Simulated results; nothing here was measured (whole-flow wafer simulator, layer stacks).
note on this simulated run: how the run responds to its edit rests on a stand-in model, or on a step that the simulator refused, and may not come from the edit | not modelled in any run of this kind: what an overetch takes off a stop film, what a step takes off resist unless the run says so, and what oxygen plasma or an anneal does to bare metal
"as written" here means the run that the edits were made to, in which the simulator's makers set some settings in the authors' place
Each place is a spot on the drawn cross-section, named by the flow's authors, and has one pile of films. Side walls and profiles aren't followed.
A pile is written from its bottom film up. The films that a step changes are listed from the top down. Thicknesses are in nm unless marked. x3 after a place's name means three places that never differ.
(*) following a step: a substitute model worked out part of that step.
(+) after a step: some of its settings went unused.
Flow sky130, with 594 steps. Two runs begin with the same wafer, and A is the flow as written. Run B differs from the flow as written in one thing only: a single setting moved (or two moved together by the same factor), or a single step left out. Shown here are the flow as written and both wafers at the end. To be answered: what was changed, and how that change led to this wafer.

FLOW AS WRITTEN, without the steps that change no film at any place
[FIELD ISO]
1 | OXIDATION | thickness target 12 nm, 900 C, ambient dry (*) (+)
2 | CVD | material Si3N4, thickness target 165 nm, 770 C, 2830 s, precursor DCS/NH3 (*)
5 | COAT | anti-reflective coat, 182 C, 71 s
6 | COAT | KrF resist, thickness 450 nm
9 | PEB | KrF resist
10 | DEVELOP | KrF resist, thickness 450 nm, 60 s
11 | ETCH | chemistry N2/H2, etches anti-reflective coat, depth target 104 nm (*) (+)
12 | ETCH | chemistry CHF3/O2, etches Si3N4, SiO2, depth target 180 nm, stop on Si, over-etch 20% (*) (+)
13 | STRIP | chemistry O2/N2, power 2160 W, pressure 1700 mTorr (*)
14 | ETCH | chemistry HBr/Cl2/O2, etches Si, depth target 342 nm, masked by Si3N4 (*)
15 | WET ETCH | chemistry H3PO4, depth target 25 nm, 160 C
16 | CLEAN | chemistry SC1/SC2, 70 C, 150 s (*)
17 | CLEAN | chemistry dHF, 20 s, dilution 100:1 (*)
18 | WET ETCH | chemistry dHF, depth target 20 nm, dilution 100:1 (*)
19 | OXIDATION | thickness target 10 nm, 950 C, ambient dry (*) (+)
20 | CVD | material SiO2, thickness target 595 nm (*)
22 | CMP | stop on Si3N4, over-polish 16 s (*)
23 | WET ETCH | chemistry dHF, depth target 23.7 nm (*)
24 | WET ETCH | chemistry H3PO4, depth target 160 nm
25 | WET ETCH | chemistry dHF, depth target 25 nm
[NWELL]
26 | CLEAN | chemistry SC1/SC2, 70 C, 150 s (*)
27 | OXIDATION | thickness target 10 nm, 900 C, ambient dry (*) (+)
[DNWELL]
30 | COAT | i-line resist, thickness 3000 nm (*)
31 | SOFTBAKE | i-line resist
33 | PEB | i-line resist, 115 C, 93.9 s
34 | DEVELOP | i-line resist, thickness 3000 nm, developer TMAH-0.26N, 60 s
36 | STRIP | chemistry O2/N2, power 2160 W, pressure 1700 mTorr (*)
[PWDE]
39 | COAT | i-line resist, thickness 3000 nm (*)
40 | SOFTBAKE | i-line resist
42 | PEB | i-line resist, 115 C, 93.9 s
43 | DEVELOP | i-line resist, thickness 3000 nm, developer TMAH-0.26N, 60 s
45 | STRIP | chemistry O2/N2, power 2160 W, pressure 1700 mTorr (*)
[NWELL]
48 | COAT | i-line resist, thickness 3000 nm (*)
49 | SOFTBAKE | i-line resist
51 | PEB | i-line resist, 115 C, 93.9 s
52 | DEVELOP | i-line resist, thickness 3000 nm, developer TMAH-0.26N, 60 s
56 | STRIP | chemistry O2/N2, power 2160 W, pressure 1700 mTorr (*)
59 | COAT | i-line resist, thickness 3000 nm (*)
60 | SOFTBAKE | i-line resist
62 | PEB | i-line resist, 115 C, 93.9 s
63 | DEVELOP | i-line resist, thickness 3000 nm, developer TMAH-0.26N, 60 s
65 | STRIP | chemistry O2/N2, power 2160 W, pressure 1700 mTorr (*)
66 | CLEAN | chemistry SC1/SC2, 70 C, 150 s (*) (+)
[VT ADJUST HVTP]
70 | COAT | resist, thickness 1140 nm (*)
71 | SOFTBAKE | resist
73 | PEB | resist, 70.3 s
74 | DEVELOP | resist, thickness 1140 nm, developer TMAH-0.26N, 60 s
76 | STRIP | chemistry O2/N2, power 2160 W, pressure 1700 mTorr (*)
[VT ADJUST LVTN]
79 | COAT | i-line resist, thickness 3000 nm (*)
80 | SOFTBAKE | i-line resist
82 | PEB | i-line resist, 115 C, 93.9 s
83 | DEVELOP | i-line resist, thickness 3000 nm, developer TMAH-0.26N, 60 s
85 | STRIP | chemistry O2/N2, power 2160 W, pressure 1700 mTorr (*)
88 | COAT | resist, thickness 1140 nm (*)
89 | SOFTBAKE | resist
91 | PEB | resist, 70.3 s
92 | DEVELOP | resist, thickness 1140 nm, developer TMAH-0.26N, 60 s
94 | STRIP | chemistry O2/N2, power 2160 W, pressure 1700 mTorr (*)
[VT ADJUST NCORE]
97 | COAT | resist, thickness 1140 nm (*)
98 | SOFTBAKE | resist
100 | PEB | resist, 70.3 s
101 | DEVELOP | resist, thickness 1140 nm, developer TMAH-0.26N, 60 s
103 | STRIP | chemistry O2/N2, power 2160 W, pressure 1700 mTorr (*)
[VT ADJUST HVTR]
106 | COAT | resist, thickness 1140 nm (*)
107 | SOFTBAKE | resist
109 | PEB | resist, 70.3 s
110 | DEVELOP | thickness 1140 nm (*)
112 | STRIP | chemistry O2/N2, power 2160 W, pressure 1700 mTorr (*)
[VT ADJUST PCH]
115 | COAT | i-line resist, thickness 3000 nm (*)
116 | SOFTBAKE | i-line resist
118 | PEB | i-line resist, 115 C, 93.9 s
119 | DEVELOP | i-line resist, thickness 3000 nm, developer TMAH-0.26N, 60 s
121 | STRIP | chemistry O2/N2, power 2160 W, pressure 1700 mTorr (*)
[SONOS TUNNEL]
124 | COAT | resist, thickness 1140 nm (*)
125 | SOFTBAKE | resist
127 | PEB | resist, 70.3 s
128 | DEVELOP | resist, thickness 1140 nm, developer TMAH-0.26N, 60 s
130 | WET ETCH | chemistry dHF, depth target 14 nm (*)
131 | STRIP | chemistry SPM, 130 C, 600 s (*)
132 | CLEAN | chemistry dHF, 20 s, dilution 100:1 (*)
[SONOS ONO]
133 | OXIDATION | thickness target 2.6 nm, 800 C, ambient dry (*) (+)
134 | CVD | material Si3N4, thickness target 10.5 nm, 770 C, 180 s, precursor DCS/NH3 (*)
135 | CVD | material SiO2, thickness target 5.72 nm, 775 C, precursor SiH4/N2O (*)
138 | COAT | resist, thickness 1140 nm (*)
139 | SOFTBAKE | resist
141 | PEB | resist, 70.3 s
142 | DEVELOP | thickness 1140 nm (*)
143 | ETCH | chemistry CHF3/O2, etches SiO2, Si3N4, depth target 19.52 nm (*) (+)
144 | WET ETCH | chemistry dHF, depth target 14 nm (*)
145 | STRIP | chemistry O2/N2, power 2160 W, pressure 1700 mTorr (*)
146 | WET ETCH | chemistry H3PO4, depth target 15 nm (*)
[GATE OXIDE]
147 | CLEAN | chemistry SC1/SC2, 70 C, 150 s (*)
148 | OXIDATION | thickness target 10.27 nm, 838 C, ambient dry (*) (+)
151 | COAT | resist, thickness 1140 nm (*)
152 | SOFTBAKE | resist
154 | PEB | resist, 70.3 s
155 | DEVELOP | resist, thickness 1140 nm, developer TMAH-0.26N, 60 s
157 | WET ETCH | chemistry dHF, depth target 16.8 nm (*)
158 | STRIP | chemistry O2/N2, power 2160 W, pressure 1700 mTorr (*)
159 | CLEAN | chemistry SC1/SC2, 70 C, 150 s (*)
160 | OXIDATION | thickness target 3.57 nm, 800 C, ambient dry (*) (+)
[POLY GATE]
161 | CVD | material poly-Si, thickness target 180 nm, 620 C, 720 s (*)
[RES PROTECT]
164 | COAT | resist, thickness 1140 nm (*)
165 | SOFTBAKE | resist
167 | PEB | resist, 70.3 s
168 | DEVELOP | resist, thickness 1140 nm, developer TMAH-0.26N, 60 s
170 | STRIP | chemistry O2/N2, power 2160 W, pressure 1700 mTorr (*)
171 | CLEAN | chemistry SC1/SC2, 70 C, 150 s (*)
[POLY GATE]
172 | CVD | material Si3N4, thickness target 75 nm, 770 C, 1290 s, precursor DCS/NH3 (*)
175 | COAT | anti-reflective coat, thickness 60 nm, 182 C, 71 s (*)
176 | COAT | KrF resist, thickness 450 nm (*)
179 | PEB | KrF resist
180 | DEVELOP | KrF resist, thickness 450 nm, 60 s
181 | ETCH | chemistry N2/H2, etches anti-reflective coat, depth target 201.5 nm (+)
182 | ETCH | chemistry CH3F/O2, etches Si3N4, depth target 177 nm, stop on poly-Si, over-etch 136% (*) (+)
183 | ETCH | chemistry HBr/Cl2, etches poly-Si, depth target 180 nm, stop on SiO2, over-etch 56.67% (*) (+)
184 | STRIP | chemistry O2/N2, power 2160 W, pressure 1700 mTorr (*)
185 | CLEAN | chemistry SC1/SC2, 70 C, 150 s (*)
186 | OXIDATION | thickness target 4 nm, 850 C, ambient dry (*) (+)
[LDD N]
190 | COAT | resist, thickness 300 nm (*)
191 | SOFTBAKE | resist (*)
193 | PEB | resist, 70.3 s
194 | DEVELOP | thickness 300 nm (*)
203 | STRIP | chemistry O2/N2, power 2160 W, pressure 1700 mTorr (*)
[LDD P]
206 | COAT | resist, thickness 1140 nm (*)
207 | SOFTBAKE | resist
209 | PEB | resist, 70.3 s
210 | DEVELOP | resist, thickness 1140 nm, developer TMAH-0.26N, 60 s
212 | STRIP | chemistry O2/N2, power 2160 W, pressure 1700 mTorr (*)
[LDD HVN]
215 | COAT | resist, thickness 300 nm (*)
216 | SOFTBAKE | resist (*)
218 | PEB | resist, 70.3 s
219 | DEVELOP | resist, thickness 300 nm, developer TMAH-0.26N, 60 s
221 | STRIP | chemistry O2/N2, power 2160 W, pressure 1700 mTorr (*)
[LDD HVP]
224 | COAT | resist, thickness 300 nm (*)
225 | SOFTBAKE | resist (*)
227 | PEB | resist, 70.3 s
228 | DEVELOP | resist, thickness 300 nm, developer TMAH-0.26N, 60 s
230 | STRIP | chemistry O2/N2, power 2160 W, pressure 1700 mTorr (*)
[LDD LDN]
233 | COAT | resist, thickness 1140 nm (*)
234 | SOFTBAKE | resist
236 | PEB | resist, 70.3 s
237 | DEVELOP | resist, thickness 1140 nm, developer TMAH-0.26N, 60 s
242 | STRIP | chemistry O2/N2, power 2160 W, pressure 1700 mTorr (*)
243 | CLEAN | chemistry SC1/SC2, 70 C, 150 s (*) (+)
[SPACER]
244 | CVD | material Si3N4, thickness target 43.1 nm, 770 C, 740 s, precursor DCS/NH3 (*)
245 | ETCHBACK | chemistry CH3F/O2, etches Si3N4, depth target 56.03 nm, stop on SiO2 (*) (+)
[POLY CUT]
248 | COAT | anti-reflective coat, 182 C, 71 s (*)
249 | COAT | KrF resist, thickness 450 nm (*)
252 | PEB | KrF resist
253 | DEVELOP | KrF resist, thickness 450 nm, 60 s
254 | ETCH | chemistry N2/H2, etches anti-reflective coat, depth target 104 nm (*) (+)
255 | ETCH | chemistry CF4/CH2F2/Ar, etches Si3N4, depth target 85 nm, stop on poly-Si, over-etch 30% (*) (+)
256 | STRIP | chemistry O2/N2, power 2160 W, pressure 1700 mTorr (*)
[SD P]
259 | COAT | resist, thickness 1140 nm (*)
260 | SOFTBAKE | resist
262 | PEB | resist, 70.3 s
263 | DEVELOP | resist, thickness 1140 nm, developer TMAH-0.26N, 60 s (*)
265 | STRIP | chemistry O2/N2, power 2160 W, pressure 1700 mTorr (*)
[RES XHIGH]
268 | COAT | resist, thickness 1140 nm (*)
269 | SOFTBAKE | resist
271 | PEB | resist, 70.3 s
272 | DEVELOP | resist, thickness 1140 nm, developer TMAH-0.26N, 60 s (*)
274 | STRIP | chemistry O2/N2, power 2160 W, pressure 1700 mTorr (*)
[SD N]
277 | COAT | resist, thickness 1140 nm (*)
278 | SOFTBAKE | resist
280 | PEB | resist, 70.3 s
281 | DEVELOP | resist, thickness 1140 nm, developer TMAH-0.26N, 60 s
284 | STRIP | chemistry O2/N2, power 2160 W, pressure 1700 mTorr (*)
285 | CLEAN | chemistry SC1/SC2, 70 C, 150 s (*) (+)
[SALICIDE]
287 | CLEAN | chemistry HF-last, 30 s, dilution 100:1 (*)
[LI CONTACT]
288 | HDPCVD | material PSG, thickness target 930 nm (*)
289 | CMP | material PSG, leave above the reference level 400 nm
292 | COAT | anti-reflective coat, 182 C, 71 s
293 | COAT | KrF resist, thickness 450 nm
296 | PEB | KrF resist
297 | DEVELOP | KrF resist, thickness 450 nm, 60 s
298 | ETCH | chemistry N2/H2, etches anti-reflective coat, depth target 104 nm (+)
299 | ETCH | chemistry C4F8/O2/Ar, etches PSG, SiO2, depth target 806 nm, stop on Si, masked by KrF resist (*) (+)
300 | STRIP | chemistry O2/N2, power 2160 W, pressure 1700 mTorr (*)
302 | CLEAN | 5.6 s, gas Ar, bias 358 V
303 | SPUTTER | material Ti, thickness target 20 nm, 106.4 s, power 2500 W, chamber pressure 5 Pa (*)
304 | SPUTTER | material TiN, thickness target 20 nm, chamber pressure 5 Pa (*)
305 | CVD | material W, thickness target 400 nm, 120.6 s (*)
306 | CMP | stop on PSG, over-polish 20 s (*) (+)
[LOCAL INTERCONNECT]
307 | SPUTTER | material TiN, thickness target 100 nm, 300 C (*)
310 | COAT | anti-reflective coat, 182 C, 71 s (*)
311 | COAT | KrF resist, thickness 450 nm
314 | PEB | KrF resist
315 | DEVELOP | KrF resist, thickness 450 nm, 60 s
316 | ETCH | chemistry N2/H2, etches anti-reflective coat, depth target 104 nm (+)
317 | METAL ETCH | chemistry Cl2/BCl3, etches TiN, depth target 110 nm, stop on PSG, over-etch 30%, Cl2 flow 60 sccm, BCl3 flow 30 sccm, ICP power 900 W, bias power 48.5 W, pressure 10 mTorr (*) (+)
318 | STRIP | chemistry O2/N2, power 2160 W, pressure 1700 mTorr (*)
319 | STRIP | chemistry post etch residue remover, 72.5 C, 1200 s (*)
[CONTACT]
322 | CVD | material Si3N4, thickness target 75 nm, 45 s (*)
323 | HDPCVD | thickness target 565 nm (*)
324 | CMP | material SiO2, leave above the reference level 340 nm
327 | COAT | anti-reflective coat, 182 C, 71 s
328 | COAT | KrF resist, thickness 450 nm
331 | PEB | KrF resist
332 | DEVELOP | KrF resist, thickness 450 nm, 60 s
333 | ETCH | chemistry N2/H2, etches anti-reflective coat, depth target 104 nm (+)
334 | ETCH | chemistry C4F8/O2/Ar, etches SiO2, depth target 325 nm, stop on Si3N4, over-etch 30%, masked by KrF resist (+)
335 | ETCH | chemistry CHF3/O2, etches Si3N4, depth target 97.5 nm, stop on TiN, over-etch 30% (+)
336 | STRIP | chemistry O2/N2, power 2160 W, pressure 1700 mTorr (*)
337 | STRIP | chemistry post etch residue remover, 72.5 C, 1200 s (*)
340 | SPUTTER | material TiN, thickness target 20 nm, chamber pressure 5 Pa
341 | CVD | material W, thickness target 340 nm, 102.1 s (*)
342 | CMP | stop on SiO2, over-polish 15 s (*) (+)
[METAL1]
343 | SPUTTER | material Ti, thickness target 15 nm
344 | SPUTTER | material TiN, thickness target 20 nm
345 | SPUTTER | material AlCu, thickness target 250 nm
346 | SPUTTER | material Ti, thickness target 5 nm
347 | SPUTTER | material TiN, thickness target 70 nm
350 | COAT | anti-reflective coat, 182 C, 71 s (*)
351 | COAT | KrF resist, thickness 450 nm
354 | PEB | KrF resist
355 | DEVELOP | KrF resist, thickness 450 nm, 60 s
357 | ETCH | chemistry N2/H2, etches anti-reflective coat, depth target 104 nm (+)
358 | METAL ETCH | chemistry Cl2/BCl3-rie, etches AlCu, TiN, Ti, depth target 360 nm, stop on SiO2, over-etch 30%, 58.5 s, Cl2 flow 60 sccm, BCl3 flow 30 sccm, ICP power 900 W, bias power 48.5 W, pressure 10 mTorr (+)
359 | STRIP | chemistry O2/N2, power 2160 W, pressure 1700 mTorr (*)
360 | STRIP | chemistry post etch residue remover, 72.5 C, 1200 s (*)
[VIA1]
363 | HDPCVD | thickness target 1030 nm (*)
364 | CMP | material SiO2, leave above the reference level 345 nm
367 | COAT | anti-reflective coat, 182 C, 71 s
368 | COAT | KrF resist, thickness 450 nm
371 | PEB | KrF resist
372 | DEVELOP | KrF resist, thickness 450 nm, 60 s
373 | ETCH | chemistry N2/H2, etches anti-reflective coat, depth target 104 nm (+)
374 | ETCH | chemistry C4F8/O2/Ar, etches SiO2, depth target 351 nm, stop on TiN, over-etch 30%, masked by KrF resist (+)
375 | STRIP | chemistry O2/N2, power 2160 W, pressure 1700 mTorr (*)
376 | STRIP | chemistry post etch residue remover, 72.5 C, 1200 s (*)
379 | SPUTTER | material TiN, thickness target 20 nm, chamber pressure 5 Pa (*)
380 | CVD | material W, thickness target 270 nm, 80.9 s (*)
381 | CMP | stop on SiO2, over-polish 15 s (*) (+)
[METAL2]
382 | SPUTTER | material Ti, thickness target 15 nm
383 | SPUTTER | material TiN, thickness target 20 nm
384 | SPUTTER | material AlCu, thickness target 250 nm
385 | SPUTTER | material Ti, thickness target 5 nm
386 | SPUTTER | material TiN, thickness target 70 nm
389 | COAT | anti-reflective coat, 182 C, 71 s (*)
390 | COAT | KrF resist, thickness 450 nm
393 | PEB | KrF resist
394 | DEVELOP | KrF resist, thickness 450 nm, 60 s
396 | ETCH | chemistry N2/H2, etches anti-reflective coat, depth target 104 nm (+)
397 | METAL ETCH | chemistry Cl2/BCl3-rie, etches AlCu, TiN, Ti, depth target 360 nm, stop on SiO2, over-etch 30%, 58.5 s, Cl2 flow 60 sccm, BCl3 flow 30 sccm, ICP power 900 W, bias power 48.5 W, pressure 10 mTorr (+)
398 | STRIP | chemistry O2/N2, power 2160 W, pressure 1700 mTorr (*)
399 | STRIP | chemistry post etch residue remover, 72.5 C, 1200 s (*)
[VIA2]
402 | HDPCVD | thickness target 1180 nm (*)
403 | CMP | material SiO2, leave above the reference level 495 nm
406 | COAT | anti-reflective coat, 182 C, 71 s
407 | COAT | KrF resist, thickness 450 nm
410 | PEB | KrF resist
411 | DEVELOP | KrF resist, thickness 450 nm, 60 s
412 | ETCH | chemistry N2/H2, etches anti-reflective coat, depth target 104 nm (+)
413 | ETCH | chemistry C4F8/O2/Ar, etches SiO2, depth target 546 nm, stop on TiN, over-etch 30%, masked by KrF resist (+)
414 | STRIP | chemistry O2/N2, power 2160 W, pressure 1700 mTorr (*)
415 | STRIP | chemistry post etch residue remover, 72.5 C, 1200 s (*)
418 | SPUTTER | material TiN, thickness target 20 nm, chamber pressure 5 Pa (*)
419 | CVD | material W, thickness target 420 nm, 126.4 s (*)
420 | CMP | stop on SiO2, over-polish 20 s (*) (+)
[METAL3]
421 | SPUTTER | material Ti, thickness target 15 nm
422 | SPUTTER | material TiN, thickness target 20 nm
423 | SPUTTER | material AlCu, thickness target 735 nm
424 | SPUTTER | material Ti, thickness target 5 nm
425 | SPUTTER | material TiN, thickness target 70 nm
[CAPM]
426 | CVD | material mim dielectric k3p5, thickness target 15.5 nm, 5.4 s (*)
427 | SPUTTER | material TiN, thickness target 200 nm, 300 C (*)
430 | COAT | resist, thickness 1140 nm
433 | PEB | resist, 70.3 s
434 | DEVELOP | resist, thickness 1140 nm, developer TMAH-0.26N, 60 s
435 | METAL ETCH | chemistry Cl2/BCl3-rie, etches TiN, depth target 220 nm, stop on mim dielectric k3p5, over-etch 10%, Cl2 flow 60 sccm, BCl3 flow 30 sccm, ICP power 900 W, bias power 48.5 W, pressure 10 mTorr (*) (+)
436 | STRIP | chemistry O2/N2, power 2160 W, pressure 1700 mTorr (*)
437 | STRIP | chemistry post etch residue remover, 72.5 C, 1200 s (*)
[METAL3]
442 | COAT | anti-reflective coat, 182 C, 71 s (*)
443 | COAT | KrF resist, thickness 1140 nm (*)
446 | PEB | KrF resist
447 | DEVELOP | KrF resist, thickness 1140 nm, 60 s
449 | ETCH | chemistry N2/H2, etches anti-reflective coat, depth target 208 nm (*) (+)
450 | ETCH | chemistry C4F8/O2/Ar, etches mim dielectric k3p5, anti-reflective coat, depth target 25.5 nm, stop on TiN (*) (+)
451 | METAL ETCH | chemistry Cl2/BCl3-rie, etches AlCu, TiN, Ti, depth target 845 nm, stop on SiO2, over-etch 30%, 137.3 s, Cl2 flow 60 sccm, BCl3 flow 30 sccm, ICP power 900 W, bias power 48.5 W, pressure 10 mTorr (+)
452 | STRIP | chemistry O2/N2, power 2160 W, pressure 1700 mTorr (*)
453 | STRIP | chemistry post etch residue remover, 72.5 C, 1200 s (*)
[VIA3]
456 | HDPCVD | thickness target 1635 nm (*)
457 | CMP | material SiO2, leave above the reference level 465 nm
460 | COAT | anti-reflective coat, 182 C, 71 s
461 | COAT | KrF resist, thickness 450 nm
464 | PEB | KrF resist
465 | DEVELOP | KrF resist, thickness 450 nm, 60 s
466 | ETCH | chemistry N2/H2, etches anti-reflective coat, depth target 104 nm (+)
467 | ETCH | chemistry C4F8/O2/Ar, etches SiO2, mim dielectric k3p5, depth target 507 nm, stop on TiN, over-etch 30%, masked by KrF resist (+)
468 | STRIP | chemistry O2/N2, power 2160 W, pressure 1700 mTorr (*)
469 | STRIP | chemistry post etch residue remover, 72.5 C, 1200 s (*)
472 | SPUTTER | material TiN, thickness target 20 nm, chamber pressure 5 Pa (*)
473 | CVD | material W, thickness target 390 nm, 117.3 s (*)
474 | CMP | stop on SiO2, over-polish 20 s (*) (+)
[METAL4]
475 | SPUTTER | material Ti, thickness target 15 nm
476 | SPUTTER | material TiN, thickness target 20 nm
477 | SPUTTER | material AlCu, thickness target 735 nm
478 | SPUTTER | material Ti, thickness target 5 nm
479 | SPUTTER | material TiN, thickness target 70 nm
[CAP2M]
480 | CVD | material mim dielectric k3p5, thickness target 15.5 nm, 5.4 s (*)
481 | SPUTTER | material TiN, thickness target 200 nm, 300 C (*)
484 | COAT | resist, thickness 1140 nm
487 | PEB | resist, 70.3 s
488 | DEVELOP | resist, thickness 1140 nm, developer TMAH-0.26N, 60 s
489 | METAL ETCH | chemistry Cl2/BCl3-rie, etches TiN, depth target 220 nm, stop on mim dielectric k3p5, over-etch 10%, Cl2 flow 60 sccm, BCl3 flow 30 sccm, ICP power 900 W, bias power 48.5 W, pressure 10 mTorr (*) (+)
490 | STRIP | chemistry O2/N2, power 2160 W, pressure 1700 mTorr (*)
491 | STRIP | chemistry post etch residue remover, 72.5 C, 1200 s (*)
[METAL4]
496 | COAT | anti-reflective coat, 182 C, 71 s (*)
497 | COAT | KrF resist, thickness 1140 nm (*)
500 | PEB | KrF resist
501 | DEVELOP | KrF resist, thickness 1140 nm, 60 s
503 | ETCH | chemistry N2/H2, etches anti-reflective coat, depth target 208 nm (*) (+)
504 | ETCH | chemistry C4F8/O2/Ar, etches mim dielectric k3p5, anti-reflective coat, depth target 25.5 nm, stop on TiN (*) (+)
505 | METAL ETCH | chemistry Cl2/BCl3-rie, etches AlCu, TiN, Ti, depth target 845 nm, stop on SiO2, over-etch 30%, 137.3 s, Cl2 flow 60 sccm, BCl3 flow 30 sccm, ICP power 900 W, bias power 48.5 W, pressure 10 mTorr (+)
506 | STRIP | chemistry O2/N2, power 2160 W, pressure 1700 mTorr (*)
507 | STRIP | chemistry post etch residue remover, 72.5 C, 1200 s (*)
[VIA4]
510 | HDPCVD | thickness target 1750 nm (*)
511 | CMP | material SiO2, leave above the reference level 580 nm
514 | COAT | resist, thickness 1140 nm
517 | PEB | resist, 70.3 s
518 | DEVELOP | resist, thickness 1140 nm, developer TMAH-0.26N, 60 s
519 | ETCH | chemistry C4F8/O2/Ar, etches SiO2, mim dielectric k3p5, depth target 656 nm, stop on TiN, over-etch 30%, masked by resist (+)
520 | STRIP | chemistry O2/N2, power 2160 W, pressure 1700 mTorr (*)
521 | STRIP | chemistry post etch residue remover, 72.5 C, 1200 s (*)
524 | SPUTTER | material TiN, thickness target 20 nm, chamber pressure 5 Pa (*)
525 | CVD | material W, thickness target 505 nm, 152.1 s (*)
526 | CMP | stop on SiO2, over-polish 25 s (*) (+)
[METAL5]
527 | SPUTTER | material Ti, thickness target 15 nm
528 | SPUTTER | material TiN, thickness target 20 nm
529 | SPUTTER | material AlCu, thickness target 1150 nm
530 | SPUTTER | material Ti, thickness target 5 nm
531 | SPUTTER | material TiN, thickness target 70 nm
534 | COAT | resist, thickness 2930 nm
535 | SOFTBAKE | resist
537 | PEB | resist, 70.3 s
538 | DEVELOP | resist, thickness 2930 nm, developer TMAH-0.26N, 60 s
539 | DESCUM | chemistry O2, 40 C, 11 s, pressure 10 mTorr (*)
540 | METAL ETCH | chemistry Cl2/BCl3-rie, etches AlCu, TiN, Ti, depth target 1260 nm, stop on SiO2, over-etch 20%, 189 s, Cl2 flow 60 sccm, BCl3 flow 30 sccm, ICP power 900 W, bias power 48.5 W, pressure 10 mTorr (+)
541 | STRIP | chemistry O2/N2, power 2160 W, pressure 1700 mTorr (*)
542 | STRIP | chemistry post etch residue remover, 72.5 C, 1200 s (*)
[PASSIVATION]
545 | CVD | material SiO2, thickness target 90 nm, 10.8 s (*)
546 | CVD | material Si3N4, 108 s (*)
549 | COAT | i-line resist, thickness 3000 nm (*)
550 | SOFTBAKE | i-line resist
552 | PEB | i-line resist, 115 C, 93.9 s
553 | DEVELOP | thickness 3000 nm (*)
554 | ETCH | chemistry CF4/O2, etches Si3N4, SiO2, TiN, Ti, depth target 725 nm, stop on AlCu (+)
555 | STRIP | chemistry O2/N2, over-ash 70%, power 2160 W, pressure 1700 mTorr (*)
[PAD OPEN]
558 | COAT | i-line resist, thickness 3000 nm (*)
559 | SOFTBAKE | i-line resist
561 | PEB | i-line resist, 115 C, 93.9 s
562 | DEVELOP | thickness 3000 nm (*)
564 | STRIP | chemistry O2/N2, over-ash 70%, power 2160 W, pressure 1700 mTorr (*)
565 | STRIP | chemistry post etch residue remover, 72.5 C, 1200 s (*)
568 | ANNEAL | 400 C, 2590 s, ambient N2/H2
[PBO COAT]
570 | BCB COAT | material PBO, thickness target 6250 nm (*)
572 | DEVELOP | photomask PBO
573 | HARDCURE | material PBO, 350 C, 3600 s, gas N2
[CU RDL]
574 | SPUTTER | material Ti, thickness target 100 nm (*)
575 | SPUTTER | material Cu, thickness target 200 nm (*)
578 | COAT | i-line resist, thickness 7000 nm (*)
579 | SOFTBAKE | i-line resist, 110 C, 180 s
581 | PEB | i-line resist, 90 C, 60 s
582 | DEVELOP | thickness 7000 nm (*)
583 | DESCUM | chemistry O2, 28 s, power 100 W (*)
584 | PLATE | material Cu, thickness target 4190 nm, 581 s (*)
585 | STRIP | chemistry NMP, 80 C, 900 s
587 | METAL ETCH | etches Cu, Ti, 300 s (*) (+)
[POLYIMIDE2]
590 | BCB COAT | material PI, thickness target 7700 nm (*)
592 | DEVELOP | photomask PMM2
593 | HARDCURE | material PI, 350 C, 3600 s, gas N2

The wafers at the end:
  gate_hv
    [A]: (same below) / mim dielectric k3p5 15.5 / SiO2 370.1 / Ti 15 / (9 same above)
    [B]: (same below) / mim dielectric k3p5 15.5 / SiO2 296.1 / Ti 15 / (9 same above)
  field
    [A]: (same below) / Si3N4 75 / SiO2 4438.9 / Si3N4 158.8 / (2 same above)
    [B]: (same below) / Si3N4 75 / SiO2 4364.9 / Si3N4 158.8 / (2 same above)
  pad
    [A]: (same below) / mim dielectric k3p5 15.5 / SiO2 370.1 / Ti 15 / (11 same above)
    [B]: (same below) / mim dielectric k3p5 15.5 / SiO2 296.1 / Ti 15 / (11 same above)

Cause: step 457, CMP: leave above the reference level 391 nm was run, while the flow as written has leave above the reference level 465 nm.

The path from the change to this, step by step:
  457 | CMP | material SiO2, leave above the reference level 465 nm
      n_well, p_well, gate_hv and 99 more: A -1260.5 SiO2 | B -1334.5 SiO2
      field, active, gate and 82 more: A -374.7 SiO2 | B -448.7 SiO2
      (also at 5 further places)
  467 | ETCH | chemistry C4F8/O2/Ar, etches SiO2, mim dielectric k3p5, depth target 507 nm, stop on TiN, over-etch 30%, masked by KrF resist (+)
      field, active, n_well and 187 more: A -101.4 KrF resist | B -82.2 KrF resist
      m1: A -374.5 SiO2 (all of it), -15.5 mim dielectric k3p5 (all of it) | B -300.5 SiO2 (all of it), -15.5 mim dielectric k3p5 (all of it)
      (also at 1 further place)
  468 | STRIP | chemistry O2/N2, power 2160 W, pressure 1700 mTorr (*)
      field, active, n_well and 187 more: A -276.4 KrF resist (all of it), -80 anti-reflective coat (all of it) | B -295.7 KrF resist (all of it), -80 anti-reflective coat (all of it)
  472 | SPUTTER | material TiN, thickness target 20 nm, chamber pressure 5 Pa (*)
      m1, via3_hole: A +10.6 TiN | B +11.6 TiN
  473 | CVD | material W, thickness target 390 nm, 117.3 s (*)
      m1: A +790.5 W (new film) | B +715.4 W (new film)
      via3_hole: A +789.9 W (new film) | B +714.8 W (new film)
